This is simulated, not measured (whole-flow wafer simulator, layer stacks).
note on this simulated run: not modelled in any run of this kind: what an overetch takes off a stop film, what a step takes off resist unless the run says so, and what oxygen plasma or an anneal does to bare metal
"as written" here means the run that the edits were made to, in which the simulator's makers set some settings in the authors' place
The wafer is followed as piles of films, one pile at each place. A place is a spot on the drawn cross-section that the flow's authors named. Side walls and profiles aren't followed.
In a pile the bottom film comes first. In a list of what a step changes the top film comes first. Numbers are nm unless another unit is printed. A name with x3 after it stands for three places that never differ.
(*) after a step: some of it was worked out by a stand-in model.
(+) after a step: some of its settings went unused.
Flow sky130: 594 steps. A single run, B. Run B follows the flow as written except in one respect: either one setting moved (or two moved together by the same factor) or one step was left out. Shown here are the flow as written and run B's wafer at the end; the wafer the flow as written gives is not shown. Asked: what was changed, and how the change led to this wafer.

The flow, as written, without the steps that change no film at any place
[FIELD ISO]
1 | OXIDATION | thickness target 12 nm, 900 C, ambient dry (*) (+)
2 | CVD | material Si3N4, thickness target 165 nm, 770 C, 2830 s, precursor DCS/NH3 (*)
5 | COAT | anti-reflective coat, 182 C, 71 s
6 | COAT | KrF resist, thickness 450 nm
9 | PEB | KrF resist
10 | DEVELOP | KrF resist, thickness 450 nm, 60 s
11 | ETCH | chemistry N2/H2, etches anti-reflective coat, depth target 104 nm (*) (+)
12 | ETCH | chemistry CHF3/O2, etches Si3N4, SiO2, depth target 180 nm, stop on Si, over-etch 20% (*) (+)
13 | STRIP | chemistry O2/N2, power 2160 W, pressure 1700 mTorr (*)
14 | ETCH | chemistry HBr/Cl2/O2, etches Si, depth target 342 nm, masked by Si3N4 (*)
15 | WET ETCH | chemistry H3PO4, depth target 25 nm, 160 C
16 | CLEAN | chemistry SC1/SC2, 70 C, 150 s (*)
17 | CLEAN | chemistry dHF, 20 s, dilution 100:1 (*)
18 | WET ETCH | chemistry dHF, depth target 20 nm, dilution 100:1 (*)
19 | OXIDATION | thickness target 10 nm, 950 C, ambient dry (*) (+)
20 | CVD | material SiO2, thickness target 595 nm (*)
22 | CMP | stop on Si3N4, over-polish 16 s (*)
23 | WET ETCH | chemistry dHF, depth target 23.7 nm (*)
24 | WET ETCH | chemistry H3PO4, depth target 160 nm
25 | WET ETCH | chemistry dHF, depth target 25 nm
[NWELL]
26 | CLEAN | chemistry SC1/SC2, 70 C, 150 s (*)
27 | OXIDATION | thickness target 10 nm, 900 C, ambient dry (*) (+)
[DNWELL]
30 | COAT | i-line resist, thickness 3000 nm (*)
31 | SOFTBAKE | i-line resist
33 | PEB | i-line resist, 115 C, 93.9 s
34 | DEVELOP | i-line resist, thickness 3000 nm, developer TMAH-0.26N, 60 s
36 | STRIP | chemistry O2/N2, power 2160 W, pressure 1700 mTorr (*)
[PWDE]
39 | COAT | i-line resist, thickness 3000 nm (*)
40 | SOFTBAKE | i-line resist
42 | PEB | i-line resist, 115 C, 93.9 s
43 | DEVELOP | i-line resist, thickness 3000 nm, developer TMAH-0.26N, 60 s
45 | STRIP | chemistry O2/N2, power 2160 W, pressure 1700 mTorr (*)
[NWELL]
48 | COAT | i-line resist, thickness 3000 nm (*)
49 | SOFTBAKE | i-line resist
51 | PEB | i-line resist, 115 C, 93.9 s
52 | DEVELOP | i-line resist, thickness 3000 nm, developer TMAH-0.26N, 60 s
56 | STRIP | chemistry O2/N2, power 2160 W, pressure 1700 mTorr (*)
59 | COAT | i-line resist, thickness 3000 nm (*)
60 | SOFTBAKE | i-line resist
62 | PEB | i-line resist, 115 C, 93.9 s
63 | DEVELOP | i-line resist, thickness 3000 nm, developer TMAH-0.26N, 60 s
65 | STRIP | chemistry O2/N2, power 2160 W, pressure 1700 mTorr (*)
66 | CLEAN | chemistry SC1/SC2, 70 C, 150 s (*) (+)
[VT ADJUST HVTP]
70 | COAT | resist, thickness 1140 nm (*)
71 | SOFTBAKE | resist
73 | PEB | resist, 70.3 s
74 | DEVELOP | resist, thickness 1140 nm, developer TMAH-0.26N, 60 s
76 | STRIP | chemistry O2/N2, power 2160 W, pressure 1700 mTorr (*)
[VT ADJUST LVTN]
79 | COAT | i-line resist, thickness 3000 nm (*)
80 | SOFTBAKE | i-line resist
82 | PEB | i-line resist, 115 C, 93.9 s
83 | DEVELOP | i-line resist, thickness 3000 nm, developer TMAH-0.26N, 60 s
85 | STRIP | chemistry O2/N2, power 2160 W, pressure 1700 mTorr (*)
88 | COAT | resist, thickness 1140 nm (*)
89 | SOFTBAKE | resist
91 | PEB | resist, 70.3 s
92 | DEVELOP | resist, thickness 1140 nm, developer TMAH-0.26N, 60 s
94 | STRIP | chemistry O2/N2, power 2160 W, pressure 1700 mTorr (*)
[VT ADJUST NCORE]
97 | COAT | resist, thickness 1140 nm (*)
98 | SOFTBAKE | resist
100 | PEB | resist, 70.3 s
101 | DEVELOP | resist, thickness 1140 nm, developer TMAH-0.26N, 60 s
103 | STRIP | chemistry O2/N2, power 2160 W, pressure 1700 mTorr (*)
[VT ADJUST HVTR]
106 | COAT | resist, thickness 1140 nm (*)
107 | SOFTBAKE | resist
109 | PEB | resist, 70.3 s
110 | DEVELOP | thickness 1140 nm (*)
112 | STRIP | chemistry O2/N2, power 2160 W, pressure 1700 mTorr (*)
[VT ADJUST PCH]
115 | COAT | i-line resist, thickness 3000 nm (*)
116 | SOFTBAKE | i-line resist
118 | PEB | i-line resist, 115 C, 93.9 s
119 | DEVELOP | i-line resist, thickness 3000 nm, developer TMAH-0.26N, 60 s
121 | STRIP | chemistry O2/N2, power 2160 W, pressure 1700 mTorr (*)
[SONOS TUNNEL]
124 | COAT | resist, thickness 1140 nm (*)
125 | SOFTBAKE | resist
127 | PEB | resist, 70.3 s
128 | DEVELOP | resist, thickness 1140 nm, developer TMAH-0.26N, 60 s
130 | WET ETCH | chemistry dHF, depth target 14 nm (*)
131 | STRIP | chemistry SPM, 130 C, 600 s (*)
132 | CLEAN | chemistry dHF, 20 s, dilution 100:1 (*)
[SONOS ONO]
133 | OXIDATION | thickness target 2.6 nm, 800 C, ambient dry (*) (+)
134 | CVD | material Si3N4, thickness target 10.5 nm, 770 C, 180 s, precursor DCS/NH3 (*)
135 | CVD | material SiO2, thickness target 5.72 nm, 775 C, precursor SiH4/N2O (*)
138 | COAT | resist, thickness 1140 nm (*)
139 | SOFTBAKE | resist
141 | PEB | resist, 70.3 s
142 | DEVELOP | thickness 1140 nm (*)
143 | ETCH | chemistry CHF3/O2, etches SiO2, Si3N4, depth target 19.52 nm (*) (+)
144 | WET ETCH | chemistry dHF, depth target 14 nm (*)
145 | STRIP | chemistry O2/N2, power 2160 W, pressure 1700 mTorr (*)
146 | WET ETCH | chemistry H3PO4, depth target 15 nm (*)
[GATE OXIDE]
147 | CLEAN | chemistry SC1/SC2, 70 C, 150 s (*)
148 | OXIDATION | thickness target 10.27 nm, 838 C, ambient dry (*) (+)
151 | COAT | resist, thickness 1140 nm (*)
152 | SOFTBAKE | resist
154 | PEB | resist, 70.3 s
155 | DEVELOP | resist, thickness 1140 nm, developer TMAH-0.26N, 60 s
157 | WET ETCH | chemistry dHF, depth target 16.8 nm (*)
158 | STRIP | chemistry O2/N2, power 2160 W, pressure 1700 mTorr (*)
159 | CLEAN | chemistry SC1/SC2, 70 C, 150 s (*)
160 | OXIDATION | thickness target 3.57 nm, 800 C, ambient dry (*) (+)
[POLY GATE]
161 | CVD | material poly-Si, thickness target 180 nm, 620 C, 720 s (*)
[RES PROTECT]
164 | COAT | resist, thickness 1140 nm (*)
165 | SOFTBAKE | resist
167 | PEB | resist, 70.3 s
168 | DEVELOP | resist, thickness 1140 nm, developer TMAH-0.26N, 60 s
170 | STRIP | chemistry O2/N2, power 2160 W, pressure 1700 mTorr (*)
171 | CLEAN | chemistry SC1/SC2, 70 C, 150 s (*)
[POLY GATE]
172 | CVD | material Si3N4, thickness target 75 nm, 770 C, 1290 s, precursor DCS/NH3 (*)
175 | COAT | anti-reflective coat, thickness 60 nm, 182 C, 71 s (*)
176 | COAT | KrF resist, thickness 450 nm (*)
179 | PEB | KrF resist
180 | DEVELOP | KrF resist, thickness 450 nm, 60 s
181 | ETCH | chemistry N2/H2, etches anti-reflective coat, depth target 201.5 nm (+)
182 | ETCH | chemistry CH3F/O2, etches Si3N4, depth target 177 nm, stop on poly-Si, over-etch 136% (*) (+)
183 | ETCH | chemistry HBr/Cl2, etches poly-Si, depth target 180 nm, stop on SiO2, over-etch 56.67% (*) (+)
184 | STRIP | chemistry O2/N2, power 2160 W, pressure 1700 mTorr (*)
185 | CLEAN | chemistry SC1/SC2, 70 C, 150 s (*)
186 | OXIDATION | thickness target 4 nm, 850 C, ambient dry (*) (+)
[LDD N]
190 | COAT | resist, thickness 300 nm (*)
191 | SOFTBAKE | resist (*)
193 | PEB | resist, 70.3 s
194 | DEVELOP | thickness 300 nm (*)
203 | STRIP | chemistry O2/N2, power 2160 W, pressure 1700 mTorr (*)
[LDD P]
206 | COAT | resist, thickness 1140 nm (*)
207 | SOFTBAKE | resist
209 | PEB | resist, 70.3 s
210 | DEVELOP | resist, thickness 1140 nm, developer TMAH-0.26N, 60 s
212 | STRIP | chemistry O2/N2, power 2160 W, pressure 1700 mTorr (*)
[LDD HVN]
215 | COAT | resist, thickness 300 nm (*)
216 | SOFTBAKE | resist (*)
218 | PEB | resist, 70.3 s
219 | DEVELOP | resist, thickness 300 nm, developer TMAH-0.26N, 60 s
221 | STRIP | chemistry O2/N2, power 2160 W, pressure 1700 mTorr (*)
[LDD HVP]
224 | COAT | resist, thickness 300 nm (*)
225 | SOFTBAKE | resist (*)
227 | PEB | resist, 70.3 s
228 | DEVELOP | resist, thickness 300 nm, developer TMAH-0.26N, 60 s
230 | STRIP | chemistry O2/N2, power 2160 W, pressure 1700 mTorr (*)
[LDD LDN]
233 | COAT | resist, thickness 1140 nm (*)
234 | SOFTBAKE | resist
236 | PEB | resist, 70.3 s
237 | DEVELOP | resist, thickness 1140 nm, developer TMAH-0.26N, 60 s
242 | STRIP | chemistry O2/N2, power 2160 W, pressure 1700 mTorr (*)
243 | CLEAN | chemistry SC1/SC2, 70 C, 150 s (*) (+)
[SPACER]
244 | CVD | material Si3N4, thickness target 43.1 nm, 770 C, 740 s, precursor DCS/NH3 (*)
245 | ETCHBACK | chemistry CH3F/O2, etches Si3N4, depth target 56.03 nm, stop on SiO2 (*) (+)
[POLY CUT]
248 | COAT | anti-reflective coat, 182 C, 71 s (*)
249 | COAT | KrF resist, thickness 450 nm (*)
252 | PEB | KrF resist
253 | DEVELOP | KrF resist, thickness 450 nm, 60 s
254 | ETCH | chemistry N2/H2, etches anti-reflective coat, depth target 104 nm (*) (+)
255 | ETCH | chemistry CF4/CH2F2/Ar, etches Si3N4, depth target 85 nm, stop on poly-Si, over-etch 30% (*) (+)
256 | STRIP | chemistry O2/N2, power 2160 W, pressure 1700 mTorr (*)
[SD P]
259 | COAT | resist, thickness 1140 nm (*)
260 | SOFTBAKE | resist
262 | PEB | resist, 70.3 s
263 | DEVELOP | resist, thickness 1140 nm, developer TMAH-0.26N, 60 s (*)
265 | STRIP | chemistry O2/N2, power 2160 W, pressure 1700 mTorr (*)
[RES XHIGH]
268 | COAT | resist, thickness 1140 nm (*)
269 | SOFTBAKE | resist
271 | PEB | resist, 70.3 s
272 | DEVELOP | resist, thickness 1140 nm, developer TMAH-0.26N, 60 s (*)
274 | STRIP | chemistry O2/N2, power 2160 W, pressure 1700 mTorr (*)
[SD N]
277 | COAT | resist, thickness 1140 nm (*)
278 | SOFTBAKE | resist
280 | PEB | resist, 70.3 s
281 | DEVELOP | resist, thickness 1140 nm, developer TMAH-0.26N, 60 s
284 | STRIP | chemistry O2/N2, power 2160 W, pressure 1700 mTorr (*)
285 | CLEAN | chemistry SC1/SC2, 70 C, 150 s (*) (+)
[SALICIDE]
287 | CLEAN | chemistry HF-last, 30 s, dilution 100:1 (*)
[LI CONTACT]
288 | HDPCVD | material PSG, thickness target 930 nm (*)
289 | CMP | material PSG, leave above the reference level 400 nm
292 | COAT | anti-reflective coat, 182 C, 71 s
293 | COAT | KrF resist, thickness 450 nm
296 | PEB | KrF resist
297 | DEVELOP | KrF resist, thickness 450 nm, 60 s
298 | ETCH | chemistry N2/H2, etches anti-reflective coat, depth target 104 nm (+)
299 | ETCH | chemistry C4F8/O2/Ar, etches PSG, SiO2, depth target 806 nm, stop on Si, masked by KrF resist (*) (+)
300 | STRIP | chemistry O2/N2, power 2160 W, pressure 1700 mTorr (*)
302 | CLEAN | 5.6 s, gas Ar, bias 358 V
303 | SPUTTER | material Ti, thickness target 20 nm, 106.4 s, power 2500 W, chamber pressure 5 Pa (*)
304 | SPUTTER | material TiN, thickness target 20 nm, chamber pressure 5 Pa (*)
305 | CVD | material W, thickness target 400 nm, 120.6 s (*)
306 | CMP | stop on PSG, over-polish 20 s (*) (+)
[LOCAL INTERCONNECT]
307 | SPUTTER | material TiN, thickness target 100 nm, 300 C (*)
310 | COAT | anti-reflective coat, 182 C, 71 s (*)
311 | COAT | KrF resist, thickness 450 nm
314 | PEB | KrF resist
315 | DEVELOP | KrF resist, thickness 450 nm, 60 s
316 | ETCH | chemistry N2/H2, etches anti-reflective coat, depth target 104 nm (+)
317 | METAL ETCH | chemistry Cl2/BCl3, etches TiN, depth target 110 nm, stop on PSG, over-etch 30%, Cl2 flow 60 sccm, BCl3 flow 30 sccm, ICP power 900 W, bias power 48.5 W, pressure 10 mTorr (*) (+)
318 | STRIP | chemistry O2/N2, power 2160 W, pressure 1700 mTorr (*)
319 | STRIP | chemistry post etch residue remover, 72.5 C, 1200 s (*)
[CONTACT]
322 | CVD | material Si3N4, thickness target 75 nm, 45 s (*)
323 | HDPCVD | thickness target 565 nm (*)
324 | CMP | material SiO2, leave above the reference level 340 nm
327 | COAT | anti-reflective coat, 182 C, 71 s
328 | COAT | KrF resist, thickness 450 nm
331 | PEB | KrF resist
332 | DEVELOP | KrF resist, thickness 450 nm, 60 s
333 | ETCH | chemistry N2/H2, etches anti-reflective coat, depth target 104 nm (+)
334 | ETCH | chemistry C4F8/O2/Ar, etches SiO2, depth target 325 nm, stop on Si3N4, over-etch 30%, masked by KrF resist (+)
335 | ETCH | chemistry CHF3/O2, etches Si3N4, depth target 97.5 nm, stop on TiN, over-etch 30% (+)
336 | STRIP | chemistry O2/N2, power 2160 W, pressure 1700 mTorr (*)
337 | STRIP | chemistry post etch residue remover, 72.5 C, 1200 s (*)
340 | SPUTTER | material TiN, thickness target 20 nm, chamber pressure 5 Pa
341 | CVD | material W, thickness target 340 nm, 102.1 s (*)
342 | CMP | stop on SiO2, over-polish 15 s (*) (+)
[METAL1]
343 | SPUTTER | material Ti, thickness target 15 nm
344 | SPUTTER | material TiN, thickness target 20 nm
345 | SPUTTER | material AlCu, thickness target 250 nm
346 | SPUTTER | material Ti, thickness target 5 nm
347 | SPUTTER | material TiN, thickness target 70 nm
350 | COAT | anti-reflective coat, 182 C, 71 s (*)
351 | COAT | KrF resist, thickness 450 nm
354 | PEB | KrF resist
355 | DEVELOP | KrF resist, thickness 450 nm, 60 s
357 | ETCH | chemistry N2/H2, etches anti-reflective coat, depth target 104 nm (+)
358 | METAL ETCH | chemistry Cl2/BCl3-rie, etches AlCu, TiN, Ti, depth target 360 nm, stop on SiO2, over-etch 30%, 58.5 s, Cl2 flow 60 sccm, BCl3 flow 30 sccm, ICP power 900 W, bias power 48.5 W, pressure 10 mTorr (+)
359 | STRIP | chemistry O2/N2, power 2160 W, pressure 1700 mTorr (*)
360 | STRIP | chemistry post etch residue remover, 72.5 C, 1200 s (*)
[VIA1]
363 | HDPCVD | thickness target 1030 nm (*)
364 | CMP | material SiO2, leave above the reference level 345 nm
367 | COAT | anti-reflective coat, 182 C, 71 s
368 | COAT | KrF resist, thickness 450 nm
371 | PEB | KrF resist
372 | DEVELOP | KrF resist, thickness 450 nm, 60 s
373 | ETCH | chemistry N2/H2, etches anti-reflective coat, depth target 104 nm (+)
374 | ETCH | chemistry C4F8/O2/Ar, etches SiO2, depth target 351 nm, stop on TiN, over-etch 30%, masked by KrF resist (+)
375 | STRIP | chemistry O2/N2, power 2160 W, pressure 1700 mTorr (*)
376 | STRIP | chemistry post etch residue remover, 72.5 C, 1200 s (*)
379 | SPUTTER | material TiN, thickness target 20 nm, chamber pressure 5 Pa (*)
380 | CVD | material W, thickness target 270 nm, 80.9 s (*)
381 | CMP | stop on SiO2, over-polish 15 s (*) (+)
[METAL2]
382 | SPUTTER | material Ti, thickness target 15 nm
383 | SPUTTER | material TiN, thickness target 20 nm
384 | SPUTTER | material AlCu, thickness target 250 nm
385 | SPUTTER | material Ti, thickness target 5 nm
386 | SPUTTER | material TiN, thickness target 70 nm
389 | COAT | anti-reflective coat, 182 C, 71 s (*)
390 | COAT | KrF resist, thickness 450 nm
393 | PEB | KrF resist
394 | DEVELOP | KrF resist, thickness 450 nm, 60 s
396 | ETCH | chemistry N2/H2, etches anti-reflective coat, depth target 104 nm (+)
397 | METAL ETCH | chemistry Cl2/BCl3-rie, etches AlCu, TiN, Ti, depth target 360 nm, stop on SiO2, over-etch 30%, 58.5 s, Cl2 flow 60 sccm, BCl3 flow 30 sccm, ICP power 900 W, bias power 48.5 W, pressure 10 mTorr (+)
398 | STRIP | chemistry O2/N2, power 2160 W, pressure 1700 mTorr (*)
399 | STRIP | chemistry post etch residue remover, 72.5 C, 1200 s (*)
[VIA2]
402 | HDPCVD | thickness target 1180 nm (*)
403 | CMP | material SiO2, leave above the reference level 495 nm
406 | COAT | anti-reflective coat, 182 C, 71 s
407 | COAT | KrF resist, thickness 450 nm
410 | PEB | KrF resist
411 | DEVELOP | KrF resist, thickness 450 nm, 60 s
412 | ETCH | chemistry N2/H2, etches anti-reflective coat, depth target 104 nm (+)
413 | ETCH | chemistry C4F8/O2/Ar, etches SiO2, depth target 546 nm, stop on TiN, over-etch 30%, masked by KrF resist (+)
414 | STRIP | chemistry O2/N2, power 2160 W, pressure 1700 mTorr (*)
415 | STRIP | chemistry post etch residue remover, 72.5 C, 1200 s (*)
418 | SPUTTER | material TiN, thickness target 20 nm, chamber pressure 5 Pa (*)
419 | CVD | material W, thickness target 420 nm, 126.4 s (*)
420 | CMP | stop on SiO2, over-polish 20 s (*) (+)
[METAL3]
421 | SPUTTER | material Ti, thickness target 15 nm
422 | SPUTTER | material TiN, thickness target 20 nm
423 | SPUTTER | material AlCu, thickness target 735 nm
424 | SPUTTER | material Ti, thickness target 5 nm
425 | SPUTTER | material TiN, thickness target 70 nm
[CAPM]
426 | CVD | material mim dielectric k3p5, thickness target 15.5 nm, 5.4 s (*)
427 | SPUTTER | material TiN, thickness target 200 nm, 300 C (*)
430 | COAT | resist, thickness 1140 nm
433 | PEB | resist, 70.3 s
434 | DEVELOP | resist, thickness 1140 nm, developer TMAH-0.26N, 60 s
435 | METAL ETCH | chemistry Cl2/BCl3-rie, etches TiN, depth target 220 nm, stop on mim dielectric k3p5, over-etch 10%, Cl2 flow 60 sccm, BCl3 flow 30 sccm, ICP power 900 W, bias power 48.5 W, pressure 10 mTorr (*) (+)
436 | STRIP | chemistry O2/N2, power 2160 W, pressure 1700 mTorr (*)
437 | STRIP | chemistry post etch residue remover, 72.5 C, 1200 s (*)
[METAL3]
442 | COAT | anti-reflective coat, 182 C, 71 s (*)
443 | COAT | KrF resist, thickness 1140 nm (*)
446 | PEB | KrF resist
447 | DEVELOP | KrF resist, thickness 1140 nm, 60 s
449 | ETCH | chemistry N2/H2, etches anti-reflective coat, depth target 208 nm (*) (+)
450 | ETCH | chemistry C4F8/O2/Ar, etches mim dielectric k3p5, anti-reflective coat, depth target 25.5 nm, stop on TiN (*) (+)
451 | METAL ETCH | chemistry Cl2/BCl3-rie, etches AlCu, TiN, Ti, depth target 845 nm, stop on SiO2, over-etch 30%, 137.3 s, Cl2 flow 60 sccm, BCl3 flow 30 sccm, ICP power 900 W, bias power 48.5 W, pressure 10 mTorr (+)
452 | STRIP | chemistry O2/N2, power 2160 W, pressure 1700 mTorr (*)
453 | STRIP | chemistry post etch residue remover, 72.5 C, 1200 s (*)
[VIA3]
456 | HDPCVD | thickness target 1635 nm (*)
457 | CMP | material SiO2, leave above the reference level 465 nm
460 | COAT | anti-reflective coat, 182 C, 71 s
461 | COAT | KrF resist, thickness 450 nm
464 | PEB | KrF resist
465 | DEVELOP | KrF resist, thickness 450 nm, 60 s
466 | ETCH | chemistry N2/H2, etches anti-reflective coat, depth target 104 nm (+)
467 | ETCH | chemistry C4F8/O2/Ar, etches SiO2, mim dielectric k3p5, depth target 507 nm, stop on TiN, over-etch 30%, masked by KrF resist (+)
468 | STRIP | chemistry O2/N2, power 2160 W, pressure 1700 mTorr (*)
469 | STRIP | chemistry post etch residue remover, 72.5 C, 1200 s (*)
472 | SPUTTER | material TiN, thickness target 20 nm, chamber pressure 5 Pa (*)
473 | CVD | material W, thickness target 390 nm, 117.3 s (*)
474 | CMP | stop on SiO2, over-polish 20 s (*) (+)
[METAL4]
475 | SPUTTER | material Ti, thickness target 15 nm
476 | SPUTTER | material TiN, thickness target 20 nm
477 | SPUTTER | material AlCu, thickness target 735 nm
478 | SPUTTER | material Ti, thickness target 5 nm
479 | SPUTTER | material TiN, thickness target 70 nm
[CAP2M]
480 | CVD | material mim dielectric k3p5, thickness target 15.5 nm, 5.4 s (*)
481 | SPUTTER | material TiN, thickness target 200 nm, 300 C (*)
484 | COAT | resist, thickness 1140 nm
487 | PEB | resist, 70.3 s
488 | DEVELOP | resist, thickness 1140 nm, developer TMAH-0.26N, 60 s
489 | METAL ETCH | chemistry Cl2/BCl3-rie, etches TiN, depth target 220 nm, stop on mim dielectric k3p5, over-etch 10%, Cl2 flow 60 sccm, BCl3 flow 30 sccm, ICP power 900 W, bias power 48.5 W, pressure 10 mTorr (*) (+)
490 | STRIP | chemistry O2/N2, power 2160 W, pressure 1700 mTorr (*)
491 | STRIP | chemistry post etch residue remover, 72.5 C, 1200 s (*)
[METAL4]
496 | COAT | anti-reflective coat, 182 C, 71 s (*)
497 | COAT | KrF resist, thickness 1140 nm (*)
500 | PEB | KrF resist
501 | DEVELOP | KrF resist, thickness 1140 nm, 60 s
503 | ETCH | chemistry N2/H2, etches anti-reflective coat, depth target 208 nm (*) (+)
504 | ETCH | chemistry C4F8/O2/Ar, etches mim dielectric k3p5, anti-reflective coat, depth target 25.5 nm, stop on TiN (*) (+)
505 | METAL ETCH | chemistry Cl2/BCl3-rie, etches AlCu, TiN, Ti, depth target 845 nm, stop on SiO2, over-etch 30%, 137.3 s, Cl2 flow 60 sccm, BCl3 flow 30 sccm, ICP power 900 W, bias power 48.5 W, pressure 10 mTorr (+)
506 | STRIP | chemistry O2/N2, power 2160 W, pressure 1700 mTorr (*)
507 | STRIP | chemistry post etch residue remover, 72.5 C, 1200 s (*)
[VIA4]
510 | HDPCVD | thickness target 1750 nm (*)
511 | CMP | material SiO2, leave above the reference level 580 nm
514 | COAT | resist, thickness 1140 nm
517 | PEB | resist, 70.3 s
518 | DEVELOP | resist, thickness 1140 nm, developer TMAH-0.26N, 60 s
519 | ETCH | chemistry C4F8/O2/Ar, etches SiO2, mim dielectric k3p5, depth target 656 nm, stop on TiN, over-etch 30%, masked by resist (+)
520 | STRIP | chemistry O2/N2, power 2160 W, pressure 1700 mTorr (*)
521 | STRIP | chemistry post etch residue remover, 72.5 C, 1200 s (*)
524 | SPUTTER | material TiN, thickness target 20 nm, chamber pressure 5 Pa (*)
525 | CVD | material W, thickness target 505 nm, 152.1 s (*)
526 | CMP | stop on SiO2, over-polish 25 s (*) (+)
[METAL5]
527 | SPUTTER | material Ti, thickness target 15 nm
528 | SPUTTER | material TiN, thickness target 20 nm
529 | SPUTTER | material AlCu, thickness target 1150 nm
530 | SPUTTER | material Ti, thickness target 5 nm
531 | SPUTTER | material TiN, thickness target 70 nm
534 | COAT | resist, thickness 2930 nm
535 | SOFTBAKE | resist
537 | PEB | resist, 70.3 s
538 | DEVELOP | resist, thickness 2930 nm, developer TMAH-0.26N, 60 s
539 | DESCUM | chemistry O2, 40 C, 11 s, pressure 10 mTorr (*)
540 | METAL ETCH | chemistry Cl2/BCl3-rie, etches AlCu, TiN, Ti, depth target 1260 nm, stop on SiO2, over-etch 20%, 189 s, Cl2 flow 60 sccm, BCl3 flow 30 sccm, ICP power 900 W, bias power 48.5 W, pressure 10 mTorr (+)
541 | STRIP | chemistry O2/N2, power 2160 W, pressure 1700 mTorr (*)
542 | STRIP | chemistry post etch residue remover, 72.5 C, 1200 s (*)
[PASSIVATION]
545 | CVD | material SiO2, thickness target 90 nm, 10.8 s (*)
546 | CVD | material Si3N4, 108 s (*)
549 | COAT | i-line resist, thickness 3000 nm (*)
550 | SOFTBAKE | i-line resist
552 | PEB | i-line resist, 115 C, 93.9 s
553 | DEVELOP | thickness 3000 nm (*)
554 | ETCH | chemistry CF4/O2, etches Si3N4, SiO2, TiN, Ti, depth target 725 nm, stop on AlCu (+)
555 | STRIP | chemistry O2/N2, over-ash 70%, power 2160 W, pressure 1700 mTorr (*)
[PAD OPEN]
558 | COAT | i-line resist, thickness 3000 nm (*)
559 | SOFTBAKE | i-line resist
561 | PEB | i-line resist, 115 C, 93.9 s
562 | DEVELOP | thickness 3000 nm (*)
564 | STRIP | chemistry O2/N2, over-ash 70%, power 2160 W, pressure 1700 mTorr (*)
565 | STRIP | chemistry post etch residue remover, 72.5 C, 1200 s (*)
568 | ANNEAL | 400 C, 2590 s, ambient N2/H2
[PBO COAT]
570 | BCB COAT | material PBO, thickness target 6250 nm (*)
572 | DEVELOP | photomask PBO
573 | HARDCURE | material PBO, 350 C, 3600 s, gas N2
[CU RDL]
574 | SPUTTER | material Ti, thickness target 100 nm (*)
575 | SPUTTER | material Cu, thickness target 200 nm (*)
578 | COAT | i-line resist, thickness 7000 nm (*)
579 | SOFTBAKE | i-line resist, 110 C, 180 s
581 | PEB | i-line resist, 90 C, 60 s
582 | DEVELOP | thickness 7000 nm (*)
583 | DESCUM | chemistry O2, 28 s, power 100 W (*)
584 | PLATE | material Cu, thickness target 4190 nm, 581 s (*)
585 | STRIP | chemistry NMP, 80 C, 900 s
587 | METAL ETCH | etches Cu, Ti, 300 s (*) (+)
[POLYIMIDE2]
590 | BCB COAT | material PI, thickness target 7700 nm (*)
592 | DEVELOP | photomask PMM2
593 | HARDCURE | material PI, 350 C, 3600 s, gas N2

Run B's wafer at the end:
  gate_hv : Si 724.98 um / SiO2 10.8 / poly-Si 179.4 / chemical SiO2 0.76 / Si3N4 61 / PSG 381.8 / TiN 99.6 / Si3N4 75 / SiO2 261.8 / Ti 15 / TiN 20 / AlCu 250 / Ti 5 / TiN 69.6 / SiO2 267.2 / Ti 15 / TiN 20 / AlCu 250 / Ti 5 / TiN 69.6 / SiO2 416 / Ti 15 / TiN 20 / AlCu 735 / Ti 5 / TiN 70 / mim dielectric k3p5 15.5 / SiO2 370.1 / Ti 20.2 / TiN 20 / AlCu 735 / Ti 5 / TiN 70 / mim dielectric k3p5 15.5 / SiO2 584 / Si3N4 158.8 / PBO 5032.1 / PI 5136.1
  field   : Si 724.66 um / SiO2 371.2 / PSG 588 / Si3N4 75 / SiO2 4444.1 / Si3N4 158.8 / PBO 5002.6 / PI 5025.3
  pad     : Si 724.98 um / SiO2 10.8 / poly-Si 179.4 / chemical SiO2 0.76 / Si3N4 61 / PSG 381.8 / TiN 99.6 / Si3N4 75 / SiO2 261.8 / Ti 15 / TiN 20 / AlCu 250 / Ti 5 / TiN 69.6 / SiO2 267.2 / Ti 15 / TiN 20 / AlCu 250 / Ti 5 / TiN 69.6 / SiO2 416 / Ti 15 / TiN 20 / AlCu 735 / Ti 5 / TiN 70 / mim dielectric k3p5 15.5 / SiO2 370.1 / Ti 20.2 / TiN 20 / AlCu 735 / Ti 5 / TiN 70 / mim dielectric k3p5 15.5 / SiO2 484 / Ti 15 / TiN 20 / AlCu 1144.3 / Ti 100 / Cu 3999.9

Cause: step 475, SPUTTER: thickness target 20.2 nm was run, while the flow as written has thickness target 15 nm.
The wafer lets one read it off: gate_hv has Ti 20.2, and step 475 as written asks for 15 nm.

How this came from the change, step by step:
  475 | SPUTTER | material Ti, thickness target 15 nm
      field, active, n_well and 189 more: Ti gains 20.2 (new film) (it would be, as written: Ti gains 15 (new film))
  505 | METAL ETCH | chemistry Cl2/BCl3-rie, etches AlCu, TiN, Ti, depth target 845 nm, stop on SiO2, over-etch 30%, 137.3 s, Cl2 flow 60 sccm, BCl3 flow 30 sccm, ICP power 900 W, bias power 48.5 W, pressure 10 mTorr (+)
      field, gate, spacer and 68 more: TiN loses 70 (all of it), Ti loses 5 (all of it), AlCu loses 735 (all of it), TiN loses 20 (all of it), Ti loses 20.2 (all of it), SiO2 loses 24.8 (it would be, as written: TiN loses 70 (all of it), Ti loses 5 (all of it), AlCu loses 735 (all of it), TiN loses 20 (all of it), Ti loses 15 (all of it), SiO2 loses 25.4)
      active, vpp_iso1, mim_edge_plate and 14 more: TiN loses 70 (all of it), Ti loses 5 (all of it), AlCu loses 735 (all of it), TiN loses 20 (all of it), Ti loses 20.2 (all of it), SiO2 loses 24.8 (it would be, as written: TiN loses 70 (all of it), Ti loses 5 (all of it), AlCu loses 735 (all of it), TiN loses 20 (all of it), Ti loses 15 (all of it), SiO2 loses 25.3)
